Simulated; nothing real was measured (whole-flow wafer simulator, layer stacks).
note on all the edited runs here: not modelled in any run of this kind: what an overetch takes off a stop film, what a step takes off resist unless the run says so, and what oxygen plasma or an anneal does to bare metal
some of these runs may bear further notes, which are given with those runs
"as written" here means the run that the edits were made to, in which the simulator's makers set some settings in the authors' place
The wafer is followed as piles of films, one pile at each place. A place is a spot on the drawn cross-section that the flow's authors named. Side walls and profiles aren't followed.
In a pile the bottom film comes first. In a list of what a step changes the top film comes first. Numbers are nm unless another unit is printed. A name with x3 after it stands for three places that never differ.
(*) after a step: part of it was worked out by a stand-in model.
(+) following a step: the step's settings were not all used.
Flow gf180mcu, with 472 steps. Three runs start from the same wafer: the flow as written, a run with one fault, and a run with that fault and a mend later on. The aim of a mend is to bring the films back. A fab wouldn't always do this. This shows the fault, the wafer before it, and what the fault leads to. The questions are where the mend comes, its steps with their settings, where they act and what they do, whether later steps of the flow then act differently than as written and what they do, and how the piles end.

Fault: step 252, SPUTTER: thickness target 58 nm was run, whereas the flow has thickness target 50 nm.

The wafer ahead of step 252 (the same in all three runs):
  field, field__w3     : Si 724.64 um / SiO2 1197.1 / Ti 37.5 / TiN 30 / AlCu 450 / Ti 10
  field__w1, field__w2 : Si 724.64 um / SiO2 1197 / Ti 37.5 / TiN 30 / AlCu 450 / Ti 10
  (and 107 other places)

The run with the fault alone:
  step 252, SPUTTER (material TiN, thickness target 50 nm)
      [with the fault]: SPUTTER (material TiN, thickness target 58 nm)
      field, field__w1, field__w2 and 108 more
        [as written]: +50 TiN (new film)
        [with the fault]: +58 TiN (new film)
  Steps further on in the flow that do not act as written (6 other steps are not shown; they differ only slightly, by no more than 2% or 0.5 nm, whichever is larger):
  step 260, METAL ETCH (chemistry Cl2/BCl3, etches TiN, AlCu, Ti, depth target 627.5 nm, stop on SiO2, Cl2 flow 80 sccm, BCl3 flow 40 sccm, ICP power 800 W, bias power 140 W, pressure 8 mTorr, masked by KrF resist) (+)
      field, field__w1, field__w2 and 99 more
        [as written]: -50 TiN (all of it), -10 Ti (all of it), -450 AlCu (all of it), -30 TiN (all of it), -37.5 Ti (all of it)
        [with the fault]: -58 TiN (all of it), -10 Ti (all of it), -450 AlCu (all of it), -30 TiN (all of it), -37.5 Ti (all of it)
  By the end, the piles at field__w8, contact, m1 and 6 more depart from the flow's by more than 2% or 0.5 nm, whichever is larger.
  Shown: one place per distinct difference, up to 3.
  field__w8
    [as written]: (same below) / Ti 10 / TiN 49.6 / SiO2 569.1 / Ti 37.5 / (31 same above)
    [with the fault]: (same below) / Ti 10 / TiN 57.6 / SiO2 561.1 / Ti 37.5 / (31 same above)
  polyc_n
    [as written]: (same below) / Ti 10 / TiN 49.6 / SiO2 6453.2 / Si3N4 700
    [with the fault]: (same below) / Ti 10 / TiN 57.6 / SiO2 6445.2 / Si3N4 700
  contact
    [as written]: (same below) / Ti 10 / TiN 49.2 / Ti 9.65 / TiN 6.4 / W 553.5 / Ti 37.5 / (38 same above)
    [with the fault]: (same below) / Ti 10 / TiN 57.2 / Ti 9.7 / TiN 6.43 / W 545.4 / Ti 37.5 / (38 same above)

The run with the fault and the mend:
  The mend follows step 259.
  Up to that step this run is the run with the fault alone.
  step 259a, STRIP (chemistry O2/N2, power 2160 W, pressure 1700 mTorr) (*)
      field__w8, contact, m1 and 6 more
        -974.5 KrF resist (all of it)
  step 259b, METAL ETCH (chemistry Cl2/BCl3, etches TiN, AlCu, Ti, depth target 8 nm, Cl2 flow 80 sccm, BCl3 flow 40 sccm, ICP power 800 W, bias power 140 W, pressure 8 mTorr)
      field, field__w1, field__w2 and 108 more
        -8 TiN
  step 259c, HMDS (120 C, 60 s) (the flow's step 254, run once more)
      alters no film at any place that is followed
  step 259d, COAT (KrF resist, thickness 1000 nm) (the flow's step 255, run once more)
      field, field__w1, field__w2 and 108 more
        +1000 KrF resist (new film)
  step 259e, SOFTBAKE (KrF resist) (the flow's step 256, run once more)
      alters no film at any place that is followed
  step 259f, EXPOSE (photomask Metal1) (the flow's step 257, run once more)
      alters no film at any place that is followed
  step 259g, PEB (KrF resist, 135 C, 90 s) (the flow's step 258, run once more)
      field, field__w1, field__w2 and 108 more
        -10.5 KrF resist
  step 259h, DEVELOP (thickness 1000 nm, 60 s) (the flow's step 259, run once more)
      field, field__w1, field__w2 and 99 more
        -989.5 KrF resist (all of it)
      field__w8, contact, m1 and 6 more
        -14.9 KrF resist
  Later steps of the flow that are run all act as written at every place that is followed.
  The piles end the same as the flow's at every place that both follow.
